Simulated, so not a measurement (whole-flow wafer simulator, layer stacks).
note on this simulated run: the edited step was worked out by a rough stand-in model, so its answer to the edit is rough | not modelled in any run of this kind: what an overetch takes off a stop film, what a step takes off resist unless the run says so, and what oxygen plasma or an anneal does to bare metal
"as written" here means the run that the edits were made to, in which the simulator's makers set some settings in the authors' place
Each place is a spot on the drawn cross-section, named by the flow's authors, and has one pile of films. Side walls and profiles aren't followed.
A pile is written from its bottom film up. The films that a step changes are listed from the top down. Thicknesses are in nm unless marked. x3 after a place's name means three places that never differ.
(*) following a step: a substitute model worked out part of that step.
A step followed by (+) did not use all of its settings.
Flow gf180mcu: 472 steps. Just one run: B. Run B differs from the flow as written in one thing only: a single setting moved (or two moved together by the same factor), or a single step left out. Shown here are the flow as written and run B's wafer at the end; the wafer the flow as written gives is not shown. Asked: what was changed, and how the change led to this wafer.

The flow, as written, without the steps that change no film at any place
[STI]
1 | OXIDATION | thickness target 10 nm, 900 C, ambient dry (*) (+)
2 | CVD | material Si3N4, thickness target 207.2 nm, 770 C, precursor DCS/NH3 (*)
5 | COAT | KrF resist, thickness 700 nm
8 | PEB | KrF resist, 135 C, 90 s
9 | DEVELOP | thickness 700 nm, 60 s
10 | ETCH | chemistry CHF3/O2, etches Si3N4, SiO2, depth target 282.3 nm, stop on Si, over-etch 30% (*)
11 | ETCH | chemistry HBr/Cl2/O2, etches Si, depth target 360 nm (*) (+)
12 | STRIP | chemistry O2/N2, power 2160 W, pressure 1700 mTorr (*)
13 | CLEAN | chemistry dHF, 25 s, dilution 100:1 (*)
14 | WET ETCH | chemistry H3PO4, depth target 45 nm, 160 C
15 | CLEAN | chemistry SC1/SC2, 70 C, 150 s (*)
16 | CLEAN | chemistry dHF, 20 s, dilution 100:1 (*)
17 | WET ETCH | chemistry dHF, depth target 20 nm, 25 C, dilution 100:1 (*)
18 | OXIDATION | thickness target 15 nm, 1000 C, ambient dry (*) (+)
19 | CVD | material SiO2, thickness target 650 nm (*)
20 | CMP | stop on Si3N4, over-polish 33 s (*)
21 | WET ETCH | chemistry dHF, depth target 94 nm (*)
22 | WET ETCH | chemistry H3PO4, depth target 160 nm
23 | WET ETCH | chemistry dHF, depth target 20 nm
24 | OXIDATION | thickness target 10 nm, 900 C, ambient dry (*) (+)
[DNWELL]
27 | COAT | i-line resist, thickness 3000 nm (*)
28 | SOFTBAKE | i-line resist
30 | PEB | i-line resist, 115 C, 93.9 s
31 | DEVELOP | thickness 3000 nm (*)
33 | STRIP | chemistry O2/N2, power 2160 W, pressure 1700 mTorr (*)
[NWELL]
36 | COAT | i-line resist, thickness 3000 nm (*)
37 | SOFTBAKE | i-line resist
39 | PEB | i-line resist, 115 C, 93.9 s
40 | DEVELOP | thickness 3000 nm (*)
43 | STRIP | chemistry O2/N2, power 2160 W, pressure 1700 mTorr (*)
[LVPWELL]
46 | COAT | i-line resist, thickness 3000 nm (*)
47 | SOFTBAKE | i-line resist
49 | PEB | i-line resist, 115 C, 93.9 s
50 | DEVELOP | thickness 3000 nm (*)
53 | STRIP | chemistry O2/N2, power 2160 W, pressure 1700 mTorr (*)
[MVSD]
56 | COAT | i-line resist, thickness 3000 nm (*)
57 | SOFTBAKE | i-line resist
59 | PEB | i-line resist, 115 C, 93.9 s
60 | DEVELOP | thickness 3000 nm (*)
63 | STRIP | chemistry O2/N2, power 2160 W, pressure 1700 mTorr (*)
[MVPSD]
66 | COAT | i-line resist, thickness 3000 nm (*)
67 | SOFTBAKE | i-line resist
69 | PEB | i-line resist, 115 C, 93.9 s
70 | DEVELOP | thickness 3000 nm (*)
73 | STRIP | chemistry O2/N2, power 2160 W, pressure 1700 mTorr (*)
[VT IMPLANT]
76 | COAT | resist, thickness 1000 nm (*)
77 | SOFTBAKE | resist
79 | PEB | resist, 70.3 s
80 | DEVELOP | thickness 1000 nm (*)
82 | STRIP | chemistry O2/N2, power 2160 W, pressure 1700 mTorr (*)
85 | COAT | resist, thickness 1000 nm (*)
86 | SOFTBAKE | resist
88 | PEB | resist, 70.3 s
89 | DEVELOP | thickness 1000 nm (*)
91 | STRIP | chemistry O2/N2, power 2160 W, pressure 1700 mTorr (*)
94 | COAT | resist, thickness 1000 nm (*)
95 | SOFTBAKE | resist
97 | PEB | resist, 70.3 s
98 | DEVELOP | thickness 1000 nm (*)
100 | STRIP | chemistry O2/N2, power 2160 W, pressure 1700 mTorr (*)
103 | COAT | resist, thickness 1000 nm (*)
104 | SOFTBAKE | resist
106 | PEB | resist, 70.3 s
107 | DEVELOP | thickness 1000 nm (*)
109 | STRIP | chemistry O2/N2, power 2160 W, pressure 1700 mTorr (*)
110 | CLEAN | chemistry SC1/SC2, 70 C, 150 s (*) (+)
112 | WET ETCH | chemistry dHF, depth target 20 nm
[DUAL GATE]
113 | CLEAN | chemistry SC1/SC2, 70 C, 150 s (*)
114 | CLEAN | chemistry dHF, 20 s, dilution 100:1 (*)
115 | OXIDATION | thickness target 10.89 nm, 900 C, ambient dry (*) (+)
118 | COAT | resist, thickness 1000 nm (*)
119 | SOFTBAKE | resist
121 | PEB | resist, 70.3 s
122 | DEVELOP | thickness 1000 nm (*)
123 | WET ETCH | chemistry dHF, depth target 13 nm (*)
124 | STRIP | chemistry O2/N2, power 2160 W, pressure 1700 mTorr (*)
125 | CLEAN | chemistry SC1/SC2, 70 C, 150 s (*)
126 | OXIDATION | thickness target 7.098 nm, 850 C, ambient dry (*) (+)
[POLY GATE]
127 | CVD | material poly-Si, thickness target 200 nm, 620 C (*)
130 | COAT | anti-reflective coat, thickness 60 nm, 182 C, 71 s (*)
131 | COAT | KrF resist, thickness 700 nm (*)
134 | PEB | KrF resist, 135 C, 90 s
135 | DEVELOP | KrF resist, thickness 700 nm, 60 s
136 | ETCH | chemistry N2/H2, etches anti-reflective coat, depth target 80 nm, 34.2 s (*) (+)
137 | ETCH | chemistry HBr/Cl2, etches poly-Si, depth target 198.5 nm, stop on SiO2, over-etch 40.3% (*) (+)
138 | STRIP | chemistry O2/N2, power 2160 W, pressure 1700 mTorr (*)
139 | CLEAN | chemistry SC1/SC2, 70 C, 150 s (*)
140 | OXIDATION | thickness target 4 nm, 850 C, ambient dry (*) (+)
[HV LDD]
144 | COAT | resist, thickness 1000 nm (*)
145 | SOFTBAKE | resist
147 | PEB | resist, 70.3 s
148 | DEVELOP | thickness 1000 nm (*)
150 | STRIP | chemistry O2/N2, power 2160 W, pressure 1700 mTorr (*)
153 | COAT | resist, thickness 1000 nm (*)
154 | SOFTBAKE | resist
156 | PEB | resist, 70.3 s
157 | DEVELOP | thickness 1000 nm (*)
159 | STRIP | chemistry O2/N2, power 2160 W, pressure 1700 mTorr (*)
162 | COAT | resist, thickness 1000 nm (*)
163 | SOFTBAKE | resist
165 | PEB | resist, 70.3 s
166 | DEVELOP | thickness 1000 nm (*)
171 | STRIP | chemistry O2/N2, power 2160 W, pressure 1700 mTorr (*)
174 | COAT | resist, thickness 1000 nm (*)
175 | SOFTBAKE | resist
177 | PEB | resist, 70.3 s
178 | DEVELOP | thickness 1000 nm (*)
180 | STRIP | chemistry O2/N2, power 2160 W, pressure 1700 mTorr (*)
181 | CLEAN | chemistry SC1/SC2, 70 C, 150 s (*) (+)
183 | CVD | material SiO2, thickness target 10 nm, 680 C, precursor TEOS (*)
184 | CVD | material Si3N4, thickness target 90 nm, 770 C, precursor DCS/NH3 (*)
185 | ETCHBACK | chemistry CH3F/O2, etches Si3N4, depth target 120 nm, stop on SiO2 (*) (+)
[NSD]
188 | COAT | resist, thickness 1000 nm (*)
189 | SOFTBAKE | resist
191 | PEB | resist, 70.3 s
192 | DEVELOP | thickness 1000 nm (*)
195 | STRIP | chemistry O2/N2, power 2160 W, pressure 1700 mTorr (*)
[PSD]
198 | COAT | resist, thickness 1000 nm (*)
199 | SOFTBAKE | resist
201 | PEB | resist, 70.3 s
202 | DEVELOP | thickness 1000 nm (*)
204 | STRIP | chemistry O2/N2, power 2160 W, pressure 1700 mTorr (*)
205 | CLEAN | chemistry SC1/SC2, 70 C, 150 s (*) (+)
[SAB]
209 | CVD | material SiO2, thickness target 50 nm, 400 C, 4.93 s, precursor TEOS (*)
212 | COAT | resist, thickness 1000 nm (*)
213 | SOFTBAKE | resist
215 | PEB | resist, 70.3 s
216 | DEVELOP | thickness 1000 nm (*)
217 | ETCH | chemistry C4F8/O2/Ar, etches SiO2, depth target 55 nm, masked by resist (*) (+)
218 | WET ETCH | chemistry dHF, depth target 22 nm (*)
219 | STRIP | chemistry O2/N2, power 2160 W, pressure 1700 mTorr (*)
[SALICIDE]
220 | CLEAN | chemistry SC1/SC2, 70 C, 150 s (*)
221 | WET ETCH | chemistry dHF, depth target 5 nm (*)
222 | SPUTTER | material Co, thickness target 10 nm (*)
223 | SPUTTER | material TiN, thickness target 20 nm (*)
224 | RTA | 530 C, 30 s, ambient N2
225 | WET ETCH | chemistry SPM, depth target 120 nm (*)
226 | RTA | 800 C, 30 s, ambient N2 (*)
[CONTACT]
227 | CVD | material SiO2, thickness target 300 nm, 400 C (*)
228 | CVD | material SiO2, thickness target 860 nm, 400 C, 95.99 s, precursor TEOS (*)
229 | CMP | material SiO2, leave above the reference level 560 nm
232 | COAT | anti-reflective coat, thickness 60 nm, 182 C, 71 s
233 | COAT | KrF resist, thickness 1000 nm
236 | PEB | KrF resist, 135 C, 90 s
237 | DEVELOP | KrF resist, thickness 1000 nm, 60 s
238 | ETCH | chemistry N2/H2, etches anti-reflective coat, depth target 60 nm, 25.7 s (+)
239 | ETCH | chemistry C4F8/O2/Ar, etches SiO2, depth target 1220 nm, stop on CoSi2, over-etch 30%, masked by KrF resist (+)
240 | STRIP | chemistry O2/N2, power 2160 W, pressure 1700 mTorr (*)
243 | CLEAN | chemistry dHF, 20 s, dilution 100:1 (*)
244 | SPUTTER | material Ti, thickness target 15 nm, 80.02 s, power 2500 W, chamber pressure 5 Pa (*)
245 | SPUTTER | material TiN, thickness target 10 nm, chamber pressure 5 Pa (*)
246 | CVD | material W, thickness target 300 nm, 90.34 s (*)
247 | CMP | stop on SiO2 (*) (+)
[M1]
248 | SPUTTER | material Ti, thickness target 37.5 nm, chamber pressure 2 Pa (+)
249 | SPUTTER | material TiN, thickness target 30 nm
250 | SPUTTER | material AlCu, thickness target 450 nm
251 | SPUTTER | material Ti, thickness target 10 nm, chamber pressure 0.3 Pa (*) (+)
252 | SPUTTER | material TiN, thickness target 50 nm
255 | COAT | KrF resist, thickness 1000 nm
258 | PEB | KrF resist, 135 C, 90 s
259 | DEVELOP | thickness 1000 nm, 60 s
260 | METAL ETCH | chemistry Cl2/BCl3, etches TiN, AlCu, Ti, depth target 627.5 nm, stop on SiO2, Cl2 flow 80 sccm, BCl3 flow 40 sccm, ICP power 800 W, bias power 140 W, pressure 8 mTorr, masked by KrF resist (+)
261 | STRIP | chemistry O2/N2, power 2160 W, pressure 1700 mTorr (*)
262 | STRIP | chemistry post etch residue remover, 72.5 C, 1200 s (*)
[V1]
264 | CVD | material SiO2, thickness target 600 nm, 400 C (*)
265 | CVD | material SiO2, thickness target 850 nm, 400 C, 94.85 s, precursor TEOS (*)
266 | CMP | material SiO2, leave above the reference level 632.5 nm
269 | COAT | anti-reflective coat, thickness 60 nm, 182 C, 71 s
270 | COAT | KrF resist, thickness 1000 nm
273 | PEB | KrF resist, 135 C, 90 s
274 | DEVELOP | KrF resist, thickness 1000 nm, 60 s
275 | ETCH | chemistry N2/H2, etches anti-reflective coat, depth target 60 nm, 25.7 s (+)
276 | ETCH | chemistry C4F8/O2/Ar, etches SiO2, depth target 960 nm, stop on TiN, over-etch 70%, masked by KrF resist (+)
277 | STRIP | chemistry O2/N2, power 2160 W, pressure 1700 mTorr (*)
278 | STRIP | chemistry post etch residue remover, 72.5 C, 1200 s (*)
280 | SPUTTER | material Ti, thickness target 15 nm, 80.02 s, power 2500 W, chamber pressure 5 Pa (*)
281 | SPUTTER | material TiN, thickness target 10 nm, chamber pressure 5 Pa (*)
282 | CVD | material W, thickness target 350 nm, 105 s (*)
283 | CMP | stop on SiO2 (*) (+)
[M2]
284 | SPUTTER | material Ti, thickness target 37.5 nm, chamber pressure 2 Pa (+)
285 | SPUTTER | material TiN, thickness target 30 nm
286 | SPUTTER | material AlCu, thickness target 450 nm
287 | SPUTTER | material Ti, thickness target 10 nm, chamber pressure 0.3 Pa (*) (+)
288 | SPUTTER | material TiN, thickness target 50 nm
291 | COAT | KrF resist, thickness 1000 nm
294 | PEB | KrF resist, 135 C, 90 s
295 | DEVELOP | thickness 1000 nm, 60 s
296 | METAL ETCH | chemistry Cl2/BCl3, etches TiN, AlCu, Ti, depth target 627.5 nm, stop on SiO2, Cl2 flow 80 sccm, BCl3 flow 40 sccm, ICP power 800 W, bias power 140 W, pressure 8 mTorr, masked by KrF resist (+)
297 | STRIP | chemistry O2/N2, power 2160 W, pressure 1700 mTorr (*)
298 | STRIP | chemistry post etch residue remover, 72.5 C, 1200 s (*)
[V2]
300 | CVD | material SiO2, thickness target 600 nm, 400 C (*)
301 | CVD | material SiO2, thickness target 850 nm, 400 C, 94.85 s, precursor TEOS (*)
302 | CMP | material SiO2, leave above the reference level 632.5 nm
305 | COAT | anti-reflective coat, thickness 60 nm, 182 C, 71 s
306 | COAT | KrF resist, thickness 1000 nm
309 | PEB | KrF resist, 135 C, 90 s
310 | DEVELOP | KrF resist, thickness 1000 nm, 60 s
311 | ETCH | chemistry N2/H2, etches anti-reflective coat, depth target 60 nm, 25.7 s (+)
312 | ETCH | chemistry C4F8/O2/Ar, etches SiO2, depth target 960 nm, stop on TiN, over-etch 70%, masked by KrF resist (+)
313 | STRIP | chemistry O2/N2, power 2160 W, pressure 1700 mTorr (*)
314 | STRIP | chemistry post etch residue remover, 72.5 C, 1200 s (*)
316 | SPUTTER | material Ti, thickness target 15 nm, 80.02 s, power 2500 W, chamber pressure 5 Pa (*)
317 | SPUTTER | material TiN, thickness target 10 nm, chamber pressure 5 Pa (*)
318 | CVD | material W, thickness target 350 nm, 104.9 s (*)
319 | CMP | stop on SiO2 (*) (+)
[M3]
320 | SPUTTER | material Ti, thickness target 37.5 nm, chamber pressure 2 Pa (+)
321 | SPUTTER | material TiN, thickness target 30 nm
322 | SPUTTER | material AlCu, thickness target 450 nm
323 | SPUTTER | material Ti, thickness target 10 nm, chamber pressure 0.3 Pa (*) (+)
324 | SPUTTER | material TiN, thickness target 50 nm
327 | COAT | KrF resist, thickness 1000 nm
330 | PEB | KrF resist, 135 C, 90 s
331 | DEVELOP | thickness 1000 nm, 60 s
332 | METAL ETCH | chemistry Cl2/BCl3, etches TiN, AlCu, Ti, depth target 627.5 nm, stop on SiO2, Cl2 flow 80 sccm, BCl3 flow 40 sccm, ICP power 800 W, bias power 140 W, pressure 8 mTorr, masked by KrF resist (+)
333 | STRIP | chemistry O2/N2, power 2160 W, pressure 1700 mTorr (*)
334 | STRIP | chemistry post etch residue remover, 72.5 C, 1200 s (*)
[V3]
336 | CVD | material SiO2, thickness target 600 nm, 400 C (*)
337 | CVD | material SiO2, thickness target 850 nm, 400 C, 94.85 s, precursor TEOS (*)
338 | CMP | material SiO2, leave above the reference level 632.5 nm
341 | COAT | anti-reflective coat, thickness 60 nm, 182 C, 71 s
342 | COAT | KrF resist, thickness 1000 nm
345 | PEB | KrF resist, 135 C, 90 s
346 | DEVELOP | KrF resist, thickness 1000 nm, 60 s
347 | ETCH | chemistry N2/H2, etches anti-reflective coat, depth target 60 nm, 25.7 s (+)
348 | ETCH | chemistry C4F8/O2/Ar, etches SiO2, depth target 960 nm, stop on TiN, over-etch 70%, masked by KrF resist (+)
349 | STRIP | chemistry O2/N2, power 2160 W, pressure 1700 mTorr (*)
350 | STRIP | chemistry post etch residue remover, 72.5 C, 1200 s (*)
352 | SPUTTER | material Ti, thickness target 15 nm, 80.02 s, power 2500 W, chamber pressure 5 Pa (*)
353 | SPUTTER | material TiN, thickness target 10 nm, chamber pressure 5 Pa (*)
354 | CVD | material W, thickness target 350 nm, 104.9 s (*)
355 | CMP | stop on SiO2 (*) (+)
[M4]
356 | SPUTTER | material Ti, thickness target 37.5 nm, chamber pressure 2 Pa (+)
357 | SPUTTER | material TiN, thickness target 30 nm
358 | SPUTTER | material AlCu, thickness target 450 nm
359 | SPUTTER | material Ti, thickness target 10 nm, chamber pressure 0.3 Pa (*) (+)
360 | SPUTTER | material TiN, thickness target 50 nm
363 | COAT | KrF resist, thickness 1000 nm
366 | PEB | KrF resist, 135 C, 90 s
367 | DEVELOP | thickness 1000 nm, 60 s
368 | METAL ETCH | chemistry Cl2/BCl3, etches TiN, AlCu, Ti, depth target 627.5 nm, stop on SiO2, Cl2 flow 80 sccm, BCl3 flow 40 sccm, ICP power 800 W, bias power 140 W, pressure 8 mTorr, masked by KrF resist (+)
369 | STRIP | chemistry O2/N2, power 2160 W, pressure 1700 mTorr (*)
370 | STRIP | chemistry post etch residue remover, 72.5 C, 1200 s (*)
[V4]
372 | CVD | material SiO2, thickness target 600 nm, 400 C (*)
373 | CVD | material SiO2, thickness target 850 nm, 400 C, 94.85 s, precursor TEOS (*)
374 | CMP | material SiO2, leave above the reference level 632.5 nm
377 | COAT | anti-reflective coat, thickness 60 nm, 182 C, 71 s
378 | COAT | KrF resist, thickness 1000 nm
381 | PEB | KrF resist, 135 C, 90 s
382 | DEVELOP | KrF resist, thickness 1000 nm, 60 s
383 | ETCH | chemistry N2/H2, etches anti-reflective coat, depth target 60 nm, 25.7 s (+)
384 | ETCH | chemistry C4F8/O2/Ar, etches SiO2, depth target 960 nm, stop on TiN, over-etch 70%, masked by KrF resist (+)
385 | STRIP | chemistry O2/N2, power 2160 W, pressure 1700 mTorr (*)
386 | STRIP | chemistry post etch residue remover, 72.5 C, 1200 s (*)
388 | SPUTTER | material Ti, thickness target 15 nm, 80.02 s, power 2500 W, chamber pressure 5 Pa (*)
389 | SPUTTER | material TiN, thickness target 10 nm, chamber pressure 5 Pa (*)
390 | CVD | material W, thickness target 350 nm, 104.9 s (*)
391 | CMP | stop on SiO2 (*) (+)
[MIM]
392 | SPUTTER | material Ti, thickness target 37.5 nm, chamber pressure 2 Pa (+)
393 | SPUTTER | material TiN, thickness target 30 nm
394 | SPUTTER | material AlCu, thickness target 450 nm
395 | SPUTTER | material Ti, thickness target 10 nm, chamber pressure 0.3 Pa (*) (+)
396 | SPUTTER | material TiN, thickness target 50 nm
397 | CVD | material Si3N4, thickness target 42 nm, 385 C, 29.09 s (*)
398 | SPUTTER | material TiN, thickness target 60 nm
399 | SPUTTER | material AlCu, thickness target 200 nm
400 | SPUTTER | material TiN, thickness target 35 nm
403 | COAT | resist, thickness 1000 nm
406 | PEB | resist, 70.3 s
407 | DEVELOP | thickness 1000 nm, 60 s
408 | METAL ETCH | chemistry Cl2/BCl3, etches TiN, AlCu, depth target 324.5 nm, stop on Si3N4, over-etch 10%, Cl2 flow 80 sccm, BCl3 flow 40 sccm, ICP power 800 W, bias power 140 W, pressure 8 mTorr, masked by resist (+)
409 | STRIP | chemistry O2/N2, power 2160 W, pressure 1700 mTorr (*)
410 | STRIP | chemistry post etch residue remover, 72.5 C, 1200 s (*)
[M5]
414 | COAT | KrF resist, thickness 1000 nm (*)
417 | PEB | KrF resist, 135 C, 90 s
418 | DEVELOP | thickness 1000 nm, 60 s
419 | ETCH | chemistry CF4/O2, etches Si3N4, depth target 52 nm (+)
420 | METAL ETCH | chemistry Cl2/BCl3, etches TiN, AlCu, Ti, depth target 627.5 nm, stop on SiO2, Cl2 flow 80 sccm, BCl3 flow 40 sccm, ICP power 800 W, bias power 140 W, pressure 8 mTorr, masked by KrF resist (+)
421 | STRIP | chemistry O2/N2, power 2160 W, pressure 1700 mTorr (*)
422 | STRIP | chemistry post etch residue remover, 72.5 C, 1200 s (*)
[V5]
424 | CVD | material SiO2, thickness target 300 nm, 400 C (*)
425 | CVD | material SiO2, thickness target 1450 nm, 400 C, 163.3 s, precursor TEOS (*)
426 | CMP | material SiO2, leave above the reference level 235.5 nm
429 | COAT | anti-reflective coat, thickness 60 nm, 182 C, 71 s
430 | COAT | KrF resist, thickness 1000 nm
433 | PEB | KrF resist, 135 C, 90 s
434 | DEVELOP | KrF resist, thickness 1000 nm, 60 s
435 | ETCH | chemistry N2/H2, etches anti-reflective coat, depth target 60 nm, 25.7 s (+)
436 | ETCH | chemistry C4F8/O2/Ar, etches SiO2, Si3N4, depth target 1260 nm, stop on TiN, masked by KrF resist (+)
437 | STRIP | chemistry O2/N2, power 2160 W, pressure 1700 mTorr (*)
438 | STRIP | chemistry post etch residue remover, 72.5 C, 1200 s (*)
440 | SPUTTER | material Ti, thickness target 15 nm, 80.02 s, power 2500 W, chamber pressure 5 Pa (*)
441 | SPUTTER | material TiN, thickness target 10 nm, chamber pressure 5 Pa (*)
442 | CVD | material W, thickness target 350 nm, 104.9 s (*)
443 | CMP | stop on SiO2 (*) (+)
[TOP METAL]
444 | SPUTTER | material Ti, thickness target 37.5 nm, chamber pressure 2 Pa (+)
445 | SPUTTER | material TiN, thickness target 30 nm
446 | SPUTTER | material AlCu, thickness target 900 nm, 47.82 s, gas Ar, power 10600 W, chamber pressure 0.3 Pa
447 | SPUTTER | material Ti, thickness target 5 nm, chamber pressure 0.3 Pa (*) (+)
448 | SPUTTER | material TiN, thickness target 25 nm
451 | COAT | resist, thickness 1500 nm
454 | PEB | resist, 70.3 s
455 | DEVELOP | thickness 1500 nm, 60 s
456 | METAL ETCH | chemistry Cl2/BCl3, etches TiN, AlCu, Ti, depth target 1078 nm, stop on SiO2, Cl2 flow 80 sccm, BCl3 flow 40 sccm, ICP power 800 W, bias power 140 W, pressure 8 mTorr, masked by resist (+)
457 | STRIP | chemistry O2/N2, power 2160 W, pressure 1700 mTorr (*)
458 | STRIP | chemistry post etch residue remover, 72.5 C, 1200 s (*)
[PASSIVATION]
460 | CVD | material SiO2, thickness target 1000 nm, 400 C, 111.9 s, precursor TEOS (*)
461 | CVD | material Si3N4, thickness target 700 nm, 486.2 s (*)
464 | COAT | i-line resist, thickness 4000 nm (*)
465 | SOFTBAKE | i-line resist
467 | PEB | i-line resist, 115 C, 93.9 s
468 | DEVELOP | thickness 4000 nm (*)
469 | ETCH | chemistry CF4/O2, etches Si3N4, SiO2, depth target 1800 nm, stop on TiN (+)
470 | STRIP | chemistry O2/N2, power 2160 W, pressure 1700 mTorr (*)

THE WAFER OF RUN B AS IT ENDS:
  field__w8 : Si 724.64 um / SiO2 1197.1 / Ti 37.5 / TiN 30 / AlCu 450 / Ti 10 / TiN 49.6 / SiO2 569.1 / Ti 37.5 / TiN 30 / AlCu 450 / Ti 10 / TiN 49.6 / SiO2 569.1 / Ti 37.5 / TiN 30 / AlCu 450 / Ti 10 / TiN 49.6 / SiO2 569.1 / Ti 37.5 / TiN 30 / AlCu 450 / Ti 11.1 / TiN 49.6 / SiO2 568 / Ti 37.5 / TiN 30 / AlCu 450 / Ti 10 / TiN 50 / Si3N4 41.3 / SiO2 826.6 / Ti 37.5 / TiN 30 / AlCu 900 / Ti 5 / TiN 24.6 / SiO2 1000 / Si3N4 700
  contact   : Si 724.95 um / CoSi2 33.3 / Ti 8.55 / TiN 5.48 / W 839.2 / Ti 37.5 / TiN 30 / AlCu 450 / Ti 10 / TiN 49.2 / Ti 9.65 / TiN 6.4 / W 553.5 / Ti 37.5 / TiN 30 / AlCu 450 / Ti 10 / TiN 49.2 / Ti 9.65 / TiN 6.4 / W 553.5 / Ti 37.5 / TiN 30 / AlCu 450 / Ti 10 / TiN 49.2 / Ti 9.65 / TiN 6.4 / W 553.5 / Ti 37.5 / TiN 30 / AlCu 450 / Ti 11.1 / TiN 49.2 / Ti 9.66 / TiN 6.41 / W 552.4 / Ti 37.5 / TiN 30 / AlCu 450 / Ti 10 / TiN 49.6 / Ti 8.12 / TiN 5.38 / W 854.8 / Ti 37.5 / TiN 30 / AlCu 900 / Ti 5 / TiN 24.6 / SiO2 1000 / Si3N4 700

What caused this: step 359, SPUTTER: thickness target 11.1 nm was run, though the flow has thickness target 10 nm.
One can read it off the wafer: field__w8 has Ti 11.1, and step 359 as written asks for 10 nm.

How this came from the change, step by step:
  359 | SPUTTER | material Ti, thickness target 10 nm, chamber pressure 0.3 Pa (*) (+)
      field, field__w1, field__w2 and 108 more: Ti gains 11.1 (new film) (it would be, as written: Ti gains 10 (new film))
  368 | METAL ETCH | chemistry Cl2/BCl3, etches TiN, AlCu, Ti, depth target 627.5 nm, stop on SiO2, Cl2 flow 80 sccm, BCl3 flow 40 sccm, ICP power 800 W, bias power 140 W, pressure 8 mTorr, masked by KrF resist (+)
      field, field__w1, field__w2 and 103 more: TiN loses 50 (all of it), Ti loses 11.1 (all of it), AlCu loses 450 (all of it), TiN loses 30 (all of it), Ti loses 37.5 (all of it) (it would be, as written: TiN loses 50 (all of it), Ti loses 10 (all of it), AlCu loses 450 (all of it), TiN loses 30 (all of it), Ti loses 37.5 (all of it))
